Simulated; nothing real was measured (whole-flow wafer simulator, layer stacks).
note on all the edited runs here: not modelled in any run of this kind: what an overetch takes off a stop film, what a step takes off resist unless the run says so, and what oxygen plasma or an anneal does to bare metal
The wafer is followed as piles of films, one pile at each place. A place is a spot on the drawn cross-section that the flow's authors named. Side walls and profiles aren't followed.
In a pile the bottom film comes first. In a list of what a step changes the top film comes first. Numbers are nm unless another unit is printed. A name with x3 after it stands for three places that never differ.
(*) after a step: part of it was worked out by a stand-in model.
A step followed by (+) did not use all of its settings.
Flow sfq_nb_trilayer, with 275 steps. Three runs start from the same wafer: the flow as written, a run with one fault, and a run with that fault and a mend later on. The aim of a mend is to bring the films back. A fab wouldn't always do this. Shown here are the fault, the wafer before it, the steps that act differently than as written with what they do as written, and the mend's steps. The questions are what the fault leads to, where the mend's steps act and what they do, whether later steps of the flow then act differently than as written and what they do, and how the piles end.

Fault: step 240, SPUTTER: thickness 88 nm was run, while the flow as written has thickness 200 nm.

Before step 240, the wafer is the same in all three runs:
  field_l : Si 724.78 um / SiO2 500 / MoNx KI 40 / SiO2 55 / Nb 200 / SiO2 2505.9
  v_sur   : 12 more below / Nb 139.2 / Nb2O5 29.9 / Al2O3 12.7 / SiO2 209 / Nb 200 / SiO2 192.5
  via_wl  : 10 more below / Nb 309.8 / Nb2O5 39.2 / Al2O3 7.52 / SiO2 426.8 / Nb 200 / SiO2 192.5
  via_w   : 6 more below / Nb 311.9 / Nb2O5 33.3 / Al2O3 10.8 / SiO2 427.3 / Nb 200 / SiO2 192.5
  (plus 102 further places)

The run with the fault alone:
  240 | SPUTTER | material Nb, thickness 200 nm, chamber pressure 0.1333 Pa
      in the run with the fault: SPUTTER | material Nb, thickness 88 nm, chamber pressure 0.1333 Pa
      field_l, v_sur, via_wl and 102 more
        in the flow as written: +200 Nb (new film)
        in the run with the fault: +88 Nb (new film)
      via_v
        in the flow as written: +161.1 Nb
        in the run with the fault: +70.7 Nb
  Later steps of the flow acting differently than as written (not shown: 3 more steps that differ only slightly, by at most 2% or 0.5 nm, whichever is larger):
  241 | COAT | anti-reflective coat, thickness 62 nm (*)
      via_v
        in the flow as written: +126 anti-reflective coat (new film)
        in the run with the fault: +119.9 anti-reflective coat (new film)
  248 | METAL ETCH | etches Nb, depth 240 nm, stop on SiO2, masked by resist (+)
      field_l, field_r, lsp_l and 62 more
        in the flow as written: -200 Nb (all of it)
        in the run with the fault: -88 Nb (all of it)
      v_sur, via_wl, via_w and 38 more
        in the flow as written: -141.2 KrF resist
        in the run with the fault: -77.6 KrF resist
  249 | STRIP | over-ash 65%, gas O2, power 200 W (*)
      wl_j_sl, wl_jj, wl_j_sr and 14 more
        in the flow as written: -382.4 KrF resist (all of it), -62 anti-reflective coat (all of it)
        in the run with the fault: -445.9 KrF resist (all of it), -62 anti-reflective coat (all of it)
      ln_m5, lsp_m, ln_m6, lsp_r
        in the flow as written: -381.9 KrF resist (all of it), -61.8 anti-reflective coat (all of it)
        in the run with the fault: -445.5 KrF resist (all of it), -61.8 anti-reflective coat (all of it)
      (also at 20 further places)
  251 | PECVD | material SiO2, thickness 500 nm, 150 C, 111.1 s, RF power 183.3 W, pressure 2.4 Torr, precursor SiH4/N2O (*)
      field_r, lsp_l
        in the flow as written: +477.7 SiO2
        in the run with the fault: +490.2 SiO2
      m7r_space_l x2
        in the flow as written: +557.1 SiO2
        in the run with the fault: +500 SiO2
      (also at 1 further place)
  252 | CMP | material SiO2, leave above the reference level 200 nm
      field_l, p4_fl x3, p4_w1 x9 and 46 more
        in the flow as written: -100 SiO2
        in the run with the fault: -212 SiO2
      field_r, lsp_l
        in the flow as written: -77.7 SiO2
        in the run with the fault: -202.2 SiO2
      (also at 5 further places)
  The piles end different from the flow's at field_l, v_sur, via_wl and 103 more by more than 2% or 0.5 nm, whichever is larger.
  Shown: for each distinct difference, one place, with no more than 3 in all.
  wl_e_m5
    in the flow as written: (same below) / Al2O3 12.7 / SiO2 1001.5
    in the run with the fault: (same below) / Al2O3 12.7 / SiO2 889.5
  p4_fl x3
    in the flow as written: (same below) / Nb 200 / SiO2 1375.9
    in the run with the fault: (same below) / Nb 200 / SiO2 1263.9
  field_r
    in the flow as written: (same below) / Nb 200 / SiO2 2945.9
    in the run with the fault: (same below) / Nb 200 / SiO2 2833.9

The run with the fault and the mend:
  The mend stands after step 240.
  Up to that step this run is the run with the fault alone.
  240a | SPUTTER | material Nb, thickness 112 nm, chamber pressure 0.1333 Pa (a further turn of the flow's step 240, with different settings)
      field_l, v_sur, via_wl and 102 more
        +112 Nb
      via_v
        +88.5 Nb
  None of the later steps of the flow differs from how it acts as written, at any place that is followed, by more than 2% or 0.5 nm, whichever is larger.
  At the end the piles are close to the flow's at the places that both follow, differing by at most 2% or 0.5 nm, whichever is larger.
